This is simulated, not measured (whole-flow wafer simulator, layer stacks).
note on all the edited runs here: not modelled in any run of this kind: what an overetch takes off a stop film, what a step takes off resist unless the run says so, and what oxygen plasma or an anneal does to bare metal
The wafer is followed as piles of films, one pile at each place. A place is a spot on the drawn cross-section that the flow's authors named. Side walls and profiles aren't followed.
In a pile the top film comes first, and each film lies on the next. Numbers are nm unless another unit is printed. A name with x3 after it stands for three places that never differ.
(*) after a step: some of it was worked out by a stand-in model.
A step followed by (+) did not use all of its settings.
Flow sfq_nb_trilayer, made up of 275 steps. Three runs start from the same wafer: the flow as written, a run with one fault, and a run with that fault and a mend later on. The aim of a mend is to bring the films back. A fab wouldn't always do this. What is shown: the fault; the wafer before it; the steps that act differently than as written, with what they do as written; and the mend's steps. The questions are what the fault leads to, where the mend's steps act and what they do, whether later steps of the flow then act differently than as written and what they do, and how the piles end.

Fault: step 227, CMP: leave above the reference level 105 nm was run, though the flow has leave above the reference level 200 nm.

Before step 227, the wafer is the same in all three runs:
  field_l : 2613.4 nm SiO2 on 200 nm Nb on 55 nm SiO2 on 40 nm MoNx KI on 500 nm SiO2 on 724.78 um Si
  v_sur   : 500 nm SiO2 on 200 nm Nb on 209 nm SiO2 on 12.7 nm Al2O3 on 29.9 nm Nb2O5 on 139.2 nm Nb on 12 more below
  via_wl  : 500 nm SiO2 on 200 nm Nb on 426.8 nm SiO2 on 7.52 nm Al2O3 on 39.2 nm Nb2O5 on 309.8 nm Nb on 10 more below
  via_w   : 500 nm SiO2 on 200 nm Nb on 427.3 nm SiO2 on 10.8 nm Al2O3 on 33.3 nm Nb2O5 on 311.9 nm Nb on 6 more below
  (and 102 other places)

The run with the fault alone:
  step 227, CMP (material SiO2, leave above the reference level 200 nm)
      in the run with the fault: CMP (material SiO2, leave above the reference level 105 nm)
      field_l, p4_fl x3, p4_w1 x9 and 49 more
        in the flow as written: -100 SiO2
        in the run with the fault: -195 SiO2
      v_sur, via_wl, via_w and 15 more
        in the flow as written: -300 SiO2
        in the run with the fault: -395 SiO2
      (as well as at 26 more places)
  Later steps of the flow acting differently than as written (4 more steps, not shown, differ only slightly: by at most 2% or 0.5 nm, whichever is larger):
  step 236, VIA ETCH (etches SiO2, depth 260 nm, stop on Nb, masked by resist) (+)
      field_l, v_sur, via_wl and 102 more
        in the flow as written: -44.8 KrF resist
        in the run with the fault: -27.1 KrF resist
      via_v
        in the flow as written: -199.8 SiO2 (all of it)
        in the run with the fault: -104.8 SiO2 (all of it)
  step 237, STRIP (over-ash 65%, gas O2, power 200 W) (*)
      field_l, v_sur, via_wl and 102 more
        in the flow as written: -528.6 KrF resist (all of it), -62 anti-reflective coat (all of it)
        in the run with the fault: -546.3 KrF resist (all of it), -62 anti-reflective coat (all of it)
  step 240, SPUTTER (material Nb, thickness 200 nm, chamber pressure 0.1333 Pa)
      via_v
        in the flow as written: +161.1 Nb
        in the run with the fault: +184.5 Nb
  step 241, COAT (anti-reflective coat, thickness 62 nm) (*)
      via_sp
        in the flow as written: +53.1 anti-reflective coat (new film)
        in the run with the fault: +51.6 anti-reflective coat (new film)
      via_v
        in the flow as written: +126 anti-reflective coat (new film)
        in the run with the fault: +108.8 anti-reflective coat (new film)
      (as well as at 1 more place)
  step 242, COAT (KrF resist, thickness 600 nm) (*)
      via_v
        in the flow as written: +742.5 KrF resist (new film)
        in the run with the fault: +656.6 KrF resist (new film)
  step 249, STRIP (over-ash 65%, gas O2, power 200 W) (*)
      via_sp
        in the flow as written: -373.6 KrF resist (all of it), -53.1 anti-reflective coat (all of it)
        in the run with the fault: -382.7 KrF resist (all of it), -51.6 anti-reflective coat (all of it)
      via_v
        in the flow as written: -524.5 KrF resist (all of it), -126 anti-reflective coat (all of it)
        in the run with the fault: -438.9 KrF resist (all of it), -108.8 anti-reflective coat (all of it)
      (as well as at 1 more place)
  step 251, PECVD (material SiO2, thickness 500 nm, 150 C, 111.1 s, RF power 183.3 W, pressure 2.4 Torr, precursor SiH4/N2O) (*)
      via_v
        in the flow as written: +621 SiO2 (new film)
        in the run with the fault: +500 SiO2 (new film)
  The piles end different from the flow's at field_l, v_sur, via_wl and 103 more by more than 2% or 0.5 nm, whichever is larger.
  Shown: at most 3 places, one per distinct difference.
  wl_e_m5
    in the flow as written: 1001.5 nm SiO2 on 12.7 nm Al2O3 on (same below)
    in the run with the fault: 906.5 nm SiO2 on 12.7 nm Al2O3 on (same below)
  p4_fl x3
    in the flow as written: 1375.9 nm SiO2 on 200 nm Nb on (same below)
    in the run with the fault: 1280.9 nm SiO2 on 200 nm Nb on (same below)
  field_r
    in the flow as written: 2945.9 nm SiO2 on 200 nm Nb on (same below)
    in the run with the fault: 2850.9 nm SiO2 on 200 nm Nb on (same below)

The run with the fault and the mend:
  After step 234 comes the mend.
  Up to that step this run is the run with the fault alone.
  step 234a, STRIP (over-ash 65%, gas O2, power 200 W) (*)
      field_l, v_sur, via_wl and 102 more
        -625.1 KrF resist (all of it), -62 anti-reflective coat (all of it)
      via_v
        -62 anti-reflective coat (all of it)
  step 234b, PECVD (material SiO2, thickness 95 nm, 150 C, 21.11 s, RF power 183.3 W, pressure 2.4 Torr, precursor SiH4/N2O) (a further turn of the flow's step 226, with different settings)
      field_l, v_sur, via_wl and 103 more
        +95 SiO2
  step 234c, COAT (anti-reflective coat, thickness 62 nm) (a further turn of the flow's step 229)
      field_l, v_sur, via_wl and 103 more
        +62 anti-reflective coat (new film)
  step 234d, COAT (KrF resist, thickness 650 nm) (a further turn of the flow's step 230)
      field_l, v_sur, via_wl and 103 more
        +650 KrF resist (new film)
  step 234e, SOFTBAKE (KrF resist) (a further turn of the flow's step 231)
      leaves every film unchanged at each place that is followed
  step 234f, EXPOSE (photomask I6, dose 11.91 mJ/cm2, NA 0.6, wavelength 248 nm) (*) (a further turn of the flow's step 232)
      leaves every film unchanged at each place that is followed
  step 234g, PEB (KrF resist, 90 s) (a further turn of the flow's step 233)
      field_l, v_sur, via_wl and 103 more
        -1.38 KrF resist
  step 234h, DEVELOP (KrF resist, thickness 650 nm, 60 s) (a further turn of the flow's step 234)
      field_l, v_sur, via_wl and 102 more
        -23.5 KrF resist
      via_v
        -648.6 KrF resist (all of it)
  Later steps of the flow that are run all act as written at every place that is followed.
  The piles end the same as the flow's at every place that both follow.
